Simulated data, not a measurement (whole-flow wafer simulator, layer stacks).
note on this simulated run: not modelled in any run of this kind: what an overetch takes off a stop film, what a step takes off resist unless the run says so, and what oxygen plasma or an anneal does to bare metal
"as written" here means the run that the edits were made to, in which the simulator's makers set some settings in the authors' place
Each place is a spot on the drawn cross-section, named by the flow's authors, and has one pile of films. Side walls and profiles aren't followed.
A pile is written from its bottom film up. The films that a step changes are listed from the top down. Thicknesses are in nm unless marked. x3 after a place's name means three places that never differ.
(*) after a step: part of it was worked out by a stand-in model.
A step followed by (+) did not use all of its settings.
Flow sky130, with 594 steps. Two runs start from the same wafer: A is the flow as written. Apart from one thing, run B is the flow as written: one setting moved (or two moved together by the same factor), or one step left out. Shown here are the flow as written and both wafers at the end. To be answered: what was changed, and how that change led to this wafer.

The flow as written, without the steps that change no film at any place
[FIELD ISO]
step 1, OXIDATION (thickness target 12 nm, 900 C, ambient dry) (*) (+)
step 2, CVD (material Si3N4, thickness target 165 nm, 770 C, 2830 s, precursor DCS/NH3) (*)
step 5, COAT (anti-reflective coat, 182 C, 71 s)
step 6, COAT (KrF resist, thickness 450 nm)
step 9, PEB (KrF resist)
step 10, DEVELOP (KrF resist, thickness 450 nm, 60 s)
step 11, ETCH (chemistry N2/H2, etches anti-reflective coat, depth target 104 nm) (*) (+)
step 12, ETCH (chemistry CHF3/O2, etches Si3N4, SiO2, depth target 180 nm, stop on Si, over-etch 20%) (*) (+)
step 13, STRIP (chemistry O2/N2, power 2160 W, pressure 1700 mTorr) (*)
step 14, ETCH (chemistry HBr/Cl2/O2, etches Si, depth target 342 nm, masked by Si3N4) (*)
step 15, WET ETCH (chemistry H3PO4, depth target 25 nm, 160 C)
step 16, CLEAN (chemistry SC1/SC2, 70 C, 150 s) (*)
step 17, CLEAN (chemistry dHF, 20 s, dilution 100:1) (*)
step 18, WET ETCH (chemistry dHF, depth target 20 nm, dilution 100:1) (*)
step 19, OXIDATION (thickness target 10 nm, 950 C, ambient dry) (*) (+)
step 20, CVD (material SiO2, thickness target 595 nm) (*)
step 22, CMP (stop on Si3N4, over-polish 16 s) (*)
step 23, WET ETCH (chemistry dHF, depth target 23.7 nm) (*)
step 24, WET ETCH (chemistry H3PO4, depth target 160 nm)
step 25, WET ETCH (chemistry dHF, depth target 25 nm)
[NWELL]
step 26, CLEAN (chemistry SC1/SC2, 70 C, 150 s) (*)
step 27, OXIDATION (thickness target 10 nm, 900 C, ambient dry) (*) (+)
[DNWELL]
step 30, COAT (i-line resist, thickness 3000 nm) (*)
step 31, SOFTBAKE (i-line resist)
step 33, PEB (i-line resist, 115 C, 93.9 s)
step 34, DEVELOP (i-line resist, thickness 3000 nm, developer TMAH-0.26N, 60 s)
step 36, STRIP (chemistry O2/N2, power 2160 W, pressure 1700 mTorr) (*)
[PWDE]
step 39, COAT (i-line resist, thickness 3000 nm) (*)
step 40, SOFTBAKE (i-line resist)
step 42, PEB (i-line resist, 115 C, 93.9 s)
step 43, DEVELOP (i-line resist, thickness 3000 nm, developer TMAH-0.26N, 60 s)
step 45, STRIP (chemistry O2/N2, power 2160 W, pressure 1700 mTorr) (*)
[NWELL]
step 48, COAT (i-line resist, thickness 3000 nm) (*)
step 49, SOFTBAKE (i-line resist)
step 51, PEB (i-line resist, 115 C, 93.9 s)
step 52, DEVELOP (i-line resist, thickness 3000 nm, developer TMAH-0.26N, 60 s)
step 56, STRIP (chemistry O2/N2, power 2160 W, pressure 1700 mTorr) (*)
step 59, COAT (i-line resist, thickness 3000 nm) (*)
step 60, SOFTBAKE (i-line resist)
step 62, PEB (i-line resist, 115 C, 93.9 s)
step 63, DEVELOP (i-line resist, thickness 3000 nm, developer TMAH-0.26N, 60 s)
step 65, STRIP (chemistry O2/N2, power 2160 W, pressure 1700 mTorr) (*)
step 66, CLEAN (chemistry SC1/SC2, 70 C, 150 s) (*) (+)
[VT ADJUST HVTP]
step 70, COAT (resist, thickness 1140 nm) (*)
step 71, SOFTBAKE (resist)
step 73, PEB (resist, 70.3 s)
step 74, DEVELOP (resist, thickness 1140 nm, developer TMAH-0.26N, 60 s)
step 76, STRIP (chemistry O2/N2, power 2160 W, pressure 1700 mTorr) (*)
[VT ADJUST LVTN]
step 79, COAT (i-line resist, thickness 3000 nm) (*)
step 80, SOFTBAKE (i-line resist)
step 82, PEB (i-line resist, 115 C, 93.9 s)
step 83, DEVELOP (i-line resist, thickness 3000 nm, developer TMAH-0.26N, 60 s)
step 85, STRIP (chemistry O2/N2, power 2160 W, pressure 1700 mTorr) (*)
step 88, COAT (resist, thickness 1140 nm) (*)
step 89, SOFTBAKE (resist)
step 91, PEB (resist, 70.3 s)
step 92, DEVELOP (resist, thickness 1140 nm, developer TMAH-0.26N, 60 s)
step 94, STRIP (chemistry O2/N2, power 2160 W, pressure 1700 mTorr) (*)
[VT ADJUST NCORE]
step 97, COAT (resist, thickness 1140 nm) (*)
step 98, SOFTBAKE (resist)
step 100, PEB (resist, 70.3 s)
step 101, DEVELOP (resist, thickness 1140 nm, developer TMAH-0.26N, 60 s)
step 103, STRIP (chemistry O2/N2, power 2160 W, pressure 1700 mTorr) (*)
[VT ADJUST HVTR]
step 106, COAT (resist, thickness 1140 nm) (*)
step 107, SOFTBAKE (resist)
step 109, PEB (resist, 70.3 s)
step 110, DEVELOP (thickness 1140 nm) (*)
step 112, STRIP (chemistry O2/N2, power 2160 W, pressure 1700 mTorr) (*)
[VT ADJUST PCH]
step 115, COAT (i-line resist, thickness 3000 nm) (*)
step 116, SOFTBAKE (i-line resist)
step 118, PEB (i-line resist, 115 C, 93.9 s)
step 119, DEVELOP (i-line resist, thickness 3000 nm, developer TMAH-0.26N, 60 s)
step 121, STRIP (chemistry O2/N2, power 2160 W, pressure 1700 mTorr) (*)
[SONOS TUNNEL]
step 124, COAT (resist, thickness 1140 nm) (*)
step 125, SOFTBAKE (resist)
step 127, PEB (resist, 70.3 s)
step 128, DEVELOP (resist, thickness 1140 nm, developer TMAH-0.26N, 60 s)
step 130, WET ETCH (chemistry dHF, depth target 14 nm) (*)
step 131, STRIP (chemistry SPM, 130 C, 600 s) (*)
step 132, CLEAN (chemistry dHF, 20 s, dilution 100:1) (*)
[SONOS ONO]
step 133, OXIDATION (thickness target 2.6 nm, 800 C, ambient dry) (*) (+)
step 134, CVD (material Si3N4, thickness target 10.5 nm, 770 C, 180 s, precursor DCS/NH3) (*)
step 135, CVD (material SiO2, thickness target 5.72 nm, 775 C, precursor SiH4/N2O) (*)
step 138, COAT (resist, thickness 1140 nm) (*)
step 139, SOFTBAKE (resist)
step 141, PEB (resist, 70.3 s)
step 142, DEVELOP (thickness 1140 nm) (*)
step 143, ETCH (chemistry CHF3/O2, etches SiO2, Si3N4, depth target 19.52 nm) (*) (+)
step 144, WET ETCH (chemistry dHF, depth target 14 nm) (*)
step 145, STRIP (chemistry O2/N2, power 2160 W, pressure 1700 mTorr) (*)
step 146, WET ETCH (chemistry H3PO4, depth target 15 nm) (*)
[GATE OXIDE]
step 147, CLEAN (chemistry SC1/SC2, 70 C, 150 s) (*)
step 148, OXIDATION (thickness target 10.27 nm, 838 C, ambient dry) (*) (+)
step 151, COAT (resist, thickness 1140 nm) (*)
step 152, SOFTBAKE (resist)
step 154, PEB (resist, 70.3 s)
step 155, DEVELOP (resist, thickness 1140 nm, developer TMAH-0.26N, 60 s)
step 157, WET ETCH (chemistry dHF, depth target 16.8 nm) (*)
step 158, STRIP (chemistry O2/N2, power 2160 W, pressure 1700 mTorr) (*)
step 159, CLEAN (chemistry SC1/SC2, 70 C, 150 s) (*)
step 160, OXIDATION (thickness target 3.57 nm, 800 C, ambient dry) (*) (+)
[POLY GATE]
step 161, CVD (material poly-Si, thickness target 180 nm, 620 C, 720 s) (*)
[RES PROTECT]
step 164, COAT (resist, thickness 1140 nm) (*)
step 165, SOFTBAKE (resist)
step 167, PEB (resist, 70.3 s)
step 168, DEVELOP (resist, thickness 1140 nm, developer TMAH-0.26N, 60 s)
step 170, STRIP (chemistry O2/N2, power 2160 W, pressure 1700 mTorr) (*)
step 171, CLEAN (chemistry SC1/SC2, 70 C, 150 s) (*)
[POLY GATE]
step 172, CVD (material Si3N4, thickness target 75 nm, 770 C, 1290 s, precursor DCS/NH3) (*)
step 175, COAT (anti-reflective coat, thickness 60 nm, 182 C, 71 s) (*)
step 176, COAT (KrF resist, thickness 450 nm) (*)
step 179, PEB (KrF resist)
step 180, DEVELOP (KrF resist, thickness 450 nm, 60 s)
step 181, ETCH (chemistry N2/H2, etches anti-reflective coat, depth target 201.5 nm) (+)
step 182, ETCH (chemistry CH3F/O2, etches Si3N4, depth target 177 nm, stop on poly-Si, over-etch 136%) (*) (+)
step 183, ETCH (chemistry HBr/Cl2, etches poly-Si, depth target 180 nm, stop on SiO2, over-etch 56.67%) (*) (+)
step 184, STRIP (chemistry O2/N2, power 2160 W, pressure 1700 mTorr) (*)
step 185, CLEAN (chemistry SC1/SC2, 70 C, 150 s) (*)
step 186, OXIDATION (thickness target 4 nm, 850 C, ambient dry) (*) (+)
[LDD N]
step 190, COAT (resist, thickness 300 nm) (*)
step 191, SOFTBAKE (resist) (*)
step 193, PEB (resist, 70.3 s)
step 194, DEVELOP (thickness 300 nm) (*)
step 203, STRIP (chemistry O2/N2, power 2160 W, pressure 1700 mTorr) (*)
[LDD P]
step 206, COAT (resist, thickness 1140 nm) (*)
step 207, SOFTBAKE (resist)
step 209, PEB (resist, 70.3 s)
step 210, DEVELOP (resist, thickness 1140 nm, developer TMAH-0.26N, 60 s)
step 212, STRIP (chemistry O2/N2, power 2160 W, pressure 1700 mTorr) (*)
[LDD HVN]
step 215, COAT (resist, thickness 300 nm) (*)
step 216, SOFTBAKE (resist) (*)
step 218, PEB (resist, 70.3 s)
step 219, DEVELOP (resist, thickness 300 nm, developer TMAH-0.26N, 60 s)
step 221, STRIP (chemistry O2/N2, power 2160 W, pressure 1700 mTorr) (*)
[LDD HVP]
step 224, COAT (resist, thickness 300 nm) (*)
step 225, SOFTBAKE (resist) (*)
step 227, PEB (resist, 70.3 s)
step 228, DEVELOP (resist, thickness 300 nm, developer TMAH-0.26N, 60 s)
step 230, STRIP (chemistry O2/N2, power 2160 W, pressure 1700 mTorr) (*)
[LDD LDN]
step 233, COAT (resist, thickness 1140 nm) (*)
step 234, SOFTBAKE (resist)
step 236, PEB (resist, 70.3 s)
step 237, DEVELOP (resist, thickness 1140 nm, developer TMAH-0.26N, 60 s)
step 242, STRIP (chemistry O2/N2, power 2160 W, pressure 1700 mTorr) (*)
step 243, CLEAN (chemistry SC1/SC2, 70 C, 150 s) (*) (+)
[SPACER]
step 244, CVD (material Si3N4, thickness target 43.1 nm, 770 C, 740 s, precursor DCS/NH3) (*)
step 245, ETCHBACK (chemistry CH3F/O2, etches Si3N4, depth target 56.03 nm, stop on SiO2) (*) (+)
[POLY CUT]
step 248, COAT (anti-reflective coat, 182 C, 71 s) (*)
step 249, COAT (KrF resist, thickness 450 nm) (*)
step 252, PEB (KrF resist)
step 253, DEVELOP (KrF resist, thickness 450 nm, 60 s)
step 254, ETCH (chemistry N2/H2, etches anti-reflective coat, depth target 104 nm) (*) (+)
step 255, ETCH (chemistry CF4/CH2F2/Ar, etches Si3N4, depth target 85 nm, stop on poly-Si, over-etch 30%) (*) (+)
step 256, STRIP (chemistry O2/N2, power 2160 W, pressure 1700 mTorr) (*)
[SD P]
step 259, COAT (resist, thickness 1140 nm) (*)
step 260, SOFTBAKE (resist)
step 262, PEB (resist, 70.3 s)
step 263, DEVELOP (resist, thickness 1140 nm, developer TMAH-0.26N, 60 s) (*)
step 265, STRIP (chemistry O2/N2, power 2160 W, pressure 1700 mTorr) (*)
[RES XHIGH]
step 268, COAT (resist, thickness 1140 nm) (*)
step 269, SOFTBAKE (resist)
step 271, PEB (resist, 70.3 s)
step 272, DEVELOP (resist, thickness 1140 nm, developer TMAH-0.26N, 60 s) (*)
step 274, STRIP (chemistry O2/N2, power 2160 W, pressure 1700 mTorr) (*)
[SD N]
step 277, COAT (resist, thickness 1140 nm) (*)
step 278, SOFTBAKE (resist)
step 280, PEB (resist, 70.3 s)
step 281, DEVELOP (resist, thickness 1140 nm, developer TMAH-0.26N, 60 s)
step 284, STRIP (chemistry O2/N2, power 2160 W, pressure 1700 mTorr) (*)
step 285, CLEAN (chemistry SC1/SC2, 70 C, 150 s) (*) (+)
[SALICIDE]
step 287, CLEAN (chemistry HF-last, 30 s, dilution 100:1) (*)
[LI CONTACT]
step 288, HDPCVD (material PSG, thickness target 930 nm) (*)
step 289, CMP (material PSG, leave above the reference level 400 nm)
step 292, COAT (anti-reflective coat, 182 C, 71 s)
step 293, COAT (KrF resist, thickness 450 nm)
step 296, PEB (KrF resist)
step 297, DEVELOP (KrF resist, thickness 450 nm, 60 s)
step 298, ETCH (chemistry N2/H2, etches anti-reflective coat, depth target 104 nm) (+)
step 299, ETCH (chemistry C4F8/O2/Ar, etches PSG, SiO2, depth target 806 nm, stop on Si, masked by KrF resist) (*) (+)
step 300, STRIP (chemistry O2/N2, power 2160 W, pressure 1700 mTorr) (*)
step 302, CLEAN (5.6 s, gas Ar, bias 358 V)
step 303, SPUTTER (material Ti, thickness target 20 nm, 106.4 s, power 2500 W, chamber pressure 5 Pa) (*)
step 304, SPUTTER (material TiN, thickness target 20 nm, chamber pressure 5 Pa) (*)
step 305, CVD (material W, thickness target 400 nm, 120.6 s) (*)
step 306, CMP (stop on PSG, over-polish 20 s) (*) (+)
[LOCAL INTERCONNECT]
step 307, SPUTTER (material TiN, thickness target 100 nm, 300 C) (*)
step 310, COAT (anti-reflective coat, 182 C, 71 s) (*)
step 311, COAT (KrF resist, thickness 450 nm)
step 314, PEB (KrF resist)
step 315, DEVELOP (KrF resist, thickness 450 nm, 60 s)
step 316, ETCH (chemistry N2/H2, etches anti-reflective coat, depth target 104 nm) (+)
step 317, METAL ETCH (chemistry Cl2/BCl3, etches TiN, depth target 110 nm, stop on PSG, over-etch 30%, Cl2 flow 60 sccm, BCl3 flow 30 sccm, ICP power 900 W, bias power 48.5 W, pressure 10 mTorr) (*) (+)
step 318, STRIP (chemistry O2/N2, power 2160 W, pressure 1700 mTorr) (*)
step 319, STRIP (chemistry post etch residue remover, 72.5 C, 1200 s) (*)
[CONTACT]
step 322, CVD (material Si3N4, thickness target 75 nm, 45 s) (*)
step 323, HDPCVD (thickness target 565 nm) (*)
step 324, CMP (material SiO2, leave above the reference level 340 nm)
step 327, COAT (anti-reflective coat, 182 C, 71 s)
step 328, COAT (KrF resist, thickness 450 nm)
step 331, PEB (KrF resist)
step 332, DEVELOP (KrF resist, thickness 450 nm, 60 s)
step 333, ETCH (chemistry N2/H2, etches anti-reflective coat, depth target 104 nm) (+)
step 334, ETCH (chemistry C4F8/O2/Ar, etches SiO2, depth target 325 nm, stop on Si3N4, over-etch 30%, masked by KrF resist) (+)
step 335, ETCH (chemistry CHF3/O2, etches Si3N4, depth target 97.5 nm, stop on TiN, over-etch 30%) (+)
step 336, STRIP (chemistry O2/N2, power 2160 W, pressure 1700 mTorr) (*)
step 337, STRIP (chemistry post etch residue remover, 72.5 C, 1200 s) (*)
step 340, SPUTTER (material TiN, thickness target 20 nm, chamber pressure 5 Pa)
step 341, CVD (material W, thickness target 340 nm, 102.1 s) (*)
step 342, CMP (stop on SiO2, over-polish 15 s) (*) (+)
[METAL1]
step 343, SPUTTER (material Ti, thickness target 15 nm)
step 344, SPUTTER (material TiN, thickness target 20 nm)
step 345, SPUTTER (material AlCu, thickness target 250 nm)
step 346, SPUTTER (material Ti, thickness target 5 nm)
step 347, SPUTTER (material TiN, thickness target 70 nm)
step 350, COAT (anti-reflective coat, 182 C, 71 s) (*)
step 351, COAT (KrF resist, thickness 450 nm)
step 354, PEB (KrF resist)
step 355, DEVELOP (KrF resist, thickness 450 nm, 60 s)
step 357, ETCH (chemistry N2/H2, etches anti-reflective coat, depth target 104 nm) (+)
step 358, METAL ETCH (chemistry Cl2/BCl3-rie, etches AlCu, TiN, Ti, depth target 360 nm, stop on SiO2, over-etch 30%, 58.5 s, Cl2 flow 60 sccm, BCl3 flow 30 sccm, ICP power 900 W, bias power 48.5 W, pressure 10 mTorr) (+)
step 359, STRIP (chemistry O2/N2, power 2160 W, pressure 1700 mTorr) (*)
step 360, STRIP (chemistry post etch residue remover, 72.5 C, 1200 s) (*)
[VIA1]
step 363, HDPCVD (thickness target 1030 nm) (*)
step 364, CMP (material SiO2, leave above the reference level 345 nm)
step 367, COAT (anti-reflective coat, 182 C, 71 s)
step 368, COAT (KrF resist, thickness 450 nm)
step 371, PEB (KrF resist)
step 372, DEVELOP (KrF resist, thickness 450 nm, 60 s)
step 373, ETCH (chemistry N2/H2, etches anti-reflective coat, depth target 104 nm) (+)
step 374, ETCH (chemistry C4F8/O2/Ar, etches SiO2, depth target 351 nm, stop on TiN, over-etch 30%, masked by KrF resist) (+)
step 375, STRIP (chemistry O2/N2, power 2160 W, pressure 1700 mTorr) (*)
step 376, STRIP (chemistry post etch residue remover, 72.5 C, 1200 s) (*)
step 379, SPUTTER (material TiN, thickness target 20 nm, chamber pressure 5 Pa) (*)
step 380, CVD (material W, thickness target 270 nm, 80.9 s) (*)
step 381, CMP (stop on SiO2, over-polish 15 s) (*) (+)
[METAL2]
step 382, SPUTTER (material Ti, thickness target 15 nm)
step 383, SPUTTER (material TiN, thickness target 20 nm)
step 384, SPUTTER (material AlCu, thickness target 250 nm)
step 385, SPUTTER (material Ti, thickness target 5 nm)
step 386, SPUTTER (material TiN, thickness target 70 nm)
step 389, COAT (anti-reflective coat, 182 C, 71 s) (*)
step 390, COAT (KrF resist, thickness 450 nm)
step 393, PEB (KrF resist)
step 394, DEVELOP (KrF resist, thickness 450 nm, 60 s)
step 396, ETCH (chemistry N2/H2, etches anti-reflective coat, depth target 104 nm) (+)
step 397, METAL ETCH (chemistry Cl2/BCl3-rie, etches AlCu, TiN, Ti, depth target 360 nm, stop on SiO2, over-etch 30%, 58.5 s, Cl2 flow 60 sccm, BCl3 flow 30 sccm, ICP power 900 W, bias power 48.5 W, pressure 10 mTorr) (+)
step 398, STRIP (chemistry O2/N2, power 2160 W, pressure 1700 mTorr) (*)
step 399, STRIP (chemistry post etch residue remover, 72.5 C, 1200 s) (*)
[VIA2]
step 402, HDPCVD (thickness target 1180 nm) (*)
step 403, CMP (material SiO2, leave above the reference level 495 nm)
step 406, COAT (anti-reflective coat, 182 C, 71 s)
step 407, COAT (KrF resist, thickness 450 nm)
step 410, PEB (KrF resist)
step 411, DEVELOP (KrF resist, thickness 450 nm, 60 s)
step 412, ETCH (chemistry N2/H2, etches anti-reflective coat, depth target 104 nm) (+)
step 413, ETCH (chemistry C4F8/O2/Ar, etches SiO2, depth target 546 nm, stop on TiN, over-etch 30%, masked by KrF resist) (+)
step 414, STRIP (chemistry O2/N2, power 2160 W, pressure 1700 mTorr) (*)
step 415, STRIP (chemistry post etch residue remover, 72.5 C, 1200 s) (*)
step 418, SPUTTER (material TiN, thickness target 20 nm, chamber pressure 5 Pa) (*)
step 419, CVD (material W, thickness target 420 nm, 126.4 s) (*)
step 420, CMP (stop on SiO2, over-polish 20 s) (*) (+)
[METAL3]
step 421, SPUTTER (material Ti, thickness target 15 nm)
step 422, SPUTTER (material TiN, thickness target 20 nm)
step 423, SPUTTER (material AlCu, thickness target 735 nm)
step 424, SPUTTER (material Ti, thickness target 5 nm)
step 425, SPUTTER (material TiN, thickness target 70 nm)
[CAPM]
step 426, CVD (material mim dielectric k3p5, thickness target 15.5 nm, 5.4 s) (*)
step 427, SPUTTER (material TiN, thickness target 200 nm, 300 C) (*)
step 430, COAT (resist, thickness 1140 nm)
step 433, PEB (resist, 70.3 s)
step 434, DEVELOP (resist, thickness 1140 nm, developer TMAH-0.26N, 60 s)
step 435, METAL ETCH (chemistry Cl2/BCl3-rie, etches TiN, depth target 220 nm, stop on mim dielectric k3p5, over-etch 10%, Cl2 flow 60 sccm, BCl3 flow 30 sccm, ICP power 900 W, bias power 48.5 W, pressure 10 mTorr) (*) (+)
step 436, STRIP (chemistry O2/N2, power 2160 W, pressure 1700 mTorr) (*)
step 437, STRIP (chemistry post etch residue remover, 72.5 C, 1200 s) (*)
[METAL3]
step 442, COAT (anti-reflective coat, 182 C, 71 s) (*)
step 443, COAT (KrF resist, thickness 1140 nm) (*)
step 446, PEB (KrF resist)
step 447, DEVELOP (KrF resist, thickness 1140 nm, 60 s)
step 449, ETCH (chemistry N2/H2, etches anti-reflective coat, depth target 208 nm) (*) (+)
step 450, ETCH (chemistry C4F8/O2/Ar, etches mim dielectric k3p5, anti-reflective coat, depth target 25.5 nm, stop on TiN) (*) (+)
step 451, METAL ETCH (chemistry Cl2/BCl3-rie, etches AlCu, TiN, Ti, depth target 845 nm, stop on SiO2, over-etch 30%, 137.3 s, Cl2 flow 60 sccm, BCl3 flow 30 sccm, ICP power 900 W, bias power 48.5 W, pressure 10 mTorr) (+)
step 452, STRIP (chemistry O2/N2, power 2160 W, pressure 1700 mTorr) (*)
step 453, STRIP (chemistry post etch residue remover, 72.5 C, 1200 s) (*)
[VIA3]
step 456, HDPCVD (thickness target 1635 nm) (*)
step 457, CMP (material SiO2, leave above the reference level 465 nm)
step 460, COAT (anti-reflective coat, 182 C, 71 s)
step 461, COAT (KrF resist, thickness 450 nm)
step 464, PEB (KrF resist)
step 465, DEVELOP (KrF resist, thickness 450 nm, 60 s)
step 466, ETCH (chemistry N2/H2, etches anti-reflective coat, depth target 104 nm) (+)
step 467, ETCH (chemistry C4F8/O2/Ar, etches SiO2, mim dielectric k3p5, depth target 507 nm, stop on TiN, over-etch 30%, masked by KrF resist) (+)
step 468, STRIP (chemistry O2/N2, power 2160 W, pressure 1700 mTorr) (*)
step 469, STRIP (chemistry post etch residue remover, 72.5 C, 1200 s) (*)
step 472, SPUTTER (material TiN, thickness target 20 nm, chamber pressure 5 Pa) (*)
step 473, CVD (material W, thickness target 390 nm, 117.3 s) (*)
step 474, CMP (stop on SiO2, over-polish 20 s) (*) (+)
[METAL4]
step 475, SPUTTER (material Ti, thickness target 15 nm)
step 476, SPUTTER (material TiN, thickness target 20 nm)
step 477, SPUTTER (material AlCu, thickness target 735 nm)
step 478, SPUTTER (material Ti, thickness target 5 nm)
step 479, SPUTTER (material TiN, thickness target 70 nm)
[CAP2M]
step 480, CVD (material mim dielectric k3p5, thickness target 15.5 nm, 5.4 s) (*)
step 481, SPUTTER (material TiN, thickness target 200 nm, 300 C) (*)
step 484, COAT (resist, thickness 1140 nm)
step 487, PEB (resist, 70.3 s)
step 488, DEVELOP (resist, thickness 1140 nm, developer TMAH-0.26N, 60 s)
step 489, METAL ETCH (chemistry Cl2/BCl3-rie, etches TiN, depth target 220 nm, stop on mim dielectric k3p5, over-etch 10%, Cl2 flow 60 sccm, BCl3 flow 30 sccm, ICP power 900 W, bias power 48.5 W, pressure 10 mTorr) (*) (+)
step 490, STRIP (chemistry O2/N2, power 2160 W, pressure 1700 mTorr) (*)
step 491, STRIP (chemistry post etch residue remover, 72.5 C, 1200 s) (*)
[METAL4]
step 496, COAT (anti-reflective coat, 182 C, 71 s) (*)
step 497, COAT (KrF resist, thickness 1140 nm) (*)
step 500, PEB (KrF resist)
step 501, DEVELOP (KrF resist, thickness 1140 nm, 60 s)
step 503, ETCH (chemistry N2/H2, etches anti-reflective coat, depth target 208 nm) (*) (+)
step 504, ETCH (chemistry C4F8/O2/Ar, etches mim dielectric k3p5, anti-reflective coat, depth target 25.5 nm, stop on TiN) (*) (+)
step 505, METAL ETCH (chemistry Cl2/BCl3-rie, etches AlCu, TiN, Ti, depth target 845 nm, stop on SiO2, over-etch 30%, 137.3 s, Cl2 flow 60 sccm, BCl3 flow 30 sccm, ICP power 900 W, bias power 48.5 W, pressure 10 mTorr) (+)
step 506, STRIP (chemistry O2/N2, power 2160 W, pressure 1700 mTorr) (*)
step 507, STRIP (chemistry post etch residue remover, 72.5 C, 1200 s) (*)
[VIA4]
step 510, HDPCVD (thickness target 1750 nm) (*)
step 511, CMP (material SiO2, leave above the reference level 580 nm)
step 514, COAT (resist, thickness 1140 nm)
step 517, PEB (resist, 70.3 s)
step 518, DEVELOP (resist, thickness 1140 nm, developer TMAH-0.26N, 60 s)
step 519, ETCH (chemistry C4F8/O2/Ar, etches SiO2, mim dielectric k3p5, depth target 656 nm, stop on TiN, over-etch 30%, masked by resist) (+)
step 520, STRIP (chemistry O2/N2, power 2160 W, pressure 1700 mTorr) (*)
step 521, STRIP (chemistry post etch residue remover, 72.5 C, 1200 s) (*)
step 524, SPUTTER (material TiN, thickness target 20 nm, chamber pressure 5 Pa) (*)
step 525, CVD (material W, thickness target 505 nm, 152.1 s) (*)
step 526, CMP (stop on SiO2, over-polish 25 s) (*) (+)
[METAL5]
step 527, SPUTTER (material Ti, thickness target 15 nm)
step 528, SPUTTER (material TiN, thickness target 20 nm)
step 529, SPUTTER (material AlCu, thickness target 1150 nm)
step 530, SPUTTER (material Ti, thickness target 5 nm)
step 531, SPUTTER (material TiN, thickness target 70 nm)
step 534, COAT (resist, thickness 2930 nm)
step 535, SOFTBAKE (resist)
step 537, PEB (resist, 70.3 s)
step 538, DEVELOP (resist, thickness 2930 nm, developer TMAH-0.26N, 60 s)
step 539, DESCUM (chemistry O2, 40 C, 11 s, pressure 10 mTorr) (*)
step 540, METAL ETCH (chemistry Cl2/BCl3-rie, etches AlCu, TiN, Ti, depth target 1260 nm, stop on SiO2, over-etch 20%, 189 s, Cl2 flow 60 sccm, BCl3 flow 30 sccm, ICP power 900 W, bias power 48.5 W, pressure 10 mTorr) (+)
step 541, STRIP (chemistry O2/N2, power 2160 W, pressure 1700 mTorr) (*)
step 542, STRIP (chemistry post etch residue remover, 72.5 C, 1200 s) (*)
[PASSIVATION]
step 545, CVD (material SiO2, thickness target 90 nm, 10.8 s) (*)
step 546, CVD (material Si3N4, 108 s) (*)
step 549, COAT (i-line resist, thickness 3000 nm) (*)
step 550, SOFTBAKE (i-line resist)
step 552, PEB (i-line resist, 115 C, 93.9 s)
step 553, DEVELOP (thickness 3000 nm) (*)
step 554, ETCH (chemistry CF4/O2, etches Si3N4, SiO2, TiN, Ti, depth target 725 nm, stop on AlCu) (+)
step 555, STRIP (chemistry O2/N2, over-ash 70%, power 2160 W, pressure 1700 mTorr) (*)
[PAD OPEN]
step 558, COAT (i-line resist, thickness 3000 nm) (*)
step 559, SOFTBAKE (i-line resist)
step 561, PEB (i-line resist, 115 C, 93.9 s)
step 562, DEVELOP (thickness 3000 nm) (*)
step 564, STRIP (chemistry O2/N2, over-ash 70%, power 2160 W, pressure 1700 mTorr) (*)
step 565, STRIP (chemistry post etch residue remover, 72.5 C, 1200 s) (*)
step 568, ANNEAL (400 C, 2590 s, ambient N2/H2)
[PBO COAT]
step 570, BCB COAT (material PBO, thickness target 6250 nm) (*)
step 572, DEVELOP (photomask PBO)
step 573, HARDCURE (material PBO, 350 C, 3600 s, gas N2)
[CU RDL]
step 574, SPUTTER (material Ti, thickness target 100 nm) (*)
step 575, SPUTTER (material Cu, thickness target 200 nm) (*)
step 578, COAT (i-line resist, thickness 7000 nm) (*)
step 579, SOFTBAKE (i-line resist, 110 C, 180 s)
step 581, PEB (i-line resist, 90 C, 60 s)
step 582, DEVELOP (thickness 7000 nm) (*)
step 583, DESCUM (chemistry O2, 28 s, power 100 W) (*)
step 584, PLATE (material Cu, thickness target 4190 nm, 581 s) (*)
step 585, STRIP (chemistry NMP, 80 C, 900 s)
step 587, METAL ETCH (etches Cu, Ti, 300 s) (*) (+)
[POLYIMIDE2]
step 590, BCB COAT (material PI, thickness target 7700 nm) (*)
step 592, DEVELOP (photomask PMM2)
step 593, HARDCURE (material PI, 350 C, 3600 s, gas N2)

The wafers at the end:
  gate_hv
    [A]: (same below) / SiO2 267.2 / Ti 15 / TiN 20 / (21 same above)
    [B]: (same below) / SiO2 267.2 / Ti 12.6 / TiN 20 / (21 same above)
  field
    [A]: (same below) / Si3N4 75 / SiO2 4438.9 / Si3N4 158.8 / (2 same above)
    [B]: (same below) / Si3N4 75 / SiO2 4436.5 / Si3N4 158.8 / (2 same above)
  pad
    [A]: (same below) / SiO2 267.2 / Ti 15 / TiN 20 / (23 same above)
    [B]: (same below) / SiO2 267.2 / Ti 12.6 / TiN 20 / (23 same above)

Cause: step 382, SPUTTER: thickness target 12.6 nm was run, whereas the flow has thickness target 15 nm.
One can read it off the wafer: gate_hv has Ti 12.6, and step 382 as written asks for 15 nm.

How this came from the change, step by step:
  step 382, SPUTTER (material Ti, thickness target 15 nm)
      field, active, n_well and 188 more: A +15 Ti (new film) | B +12.6 Ti (new film)
  step 397, METAL ETCH (chemistry Cl2/BCl3-rie, etches AlCu, TiN, Ti, depth target 360 nm, stop on SiO2, over-etch 30%, 58.5 s, Cl2 flow 60 sccm, BCl3 flow 30 sccm, ICP power 900 W, bias power 48.5 W, pressure 10 mTorr) (+)
      field, active, gate and 82 more: A -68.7 TiN (all of it), -5 Ti (all of it), -250 AlCu (all of it), -20 TiN (all of it), -15 Ti (all of it), -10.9 SiO2 | B -68.7 TiN (all of it), -5 Ti (all of it), -250 AlCu (all of it), -20 TiN (all of it), -12.6 Ti (all of it), -11.2 SiO2
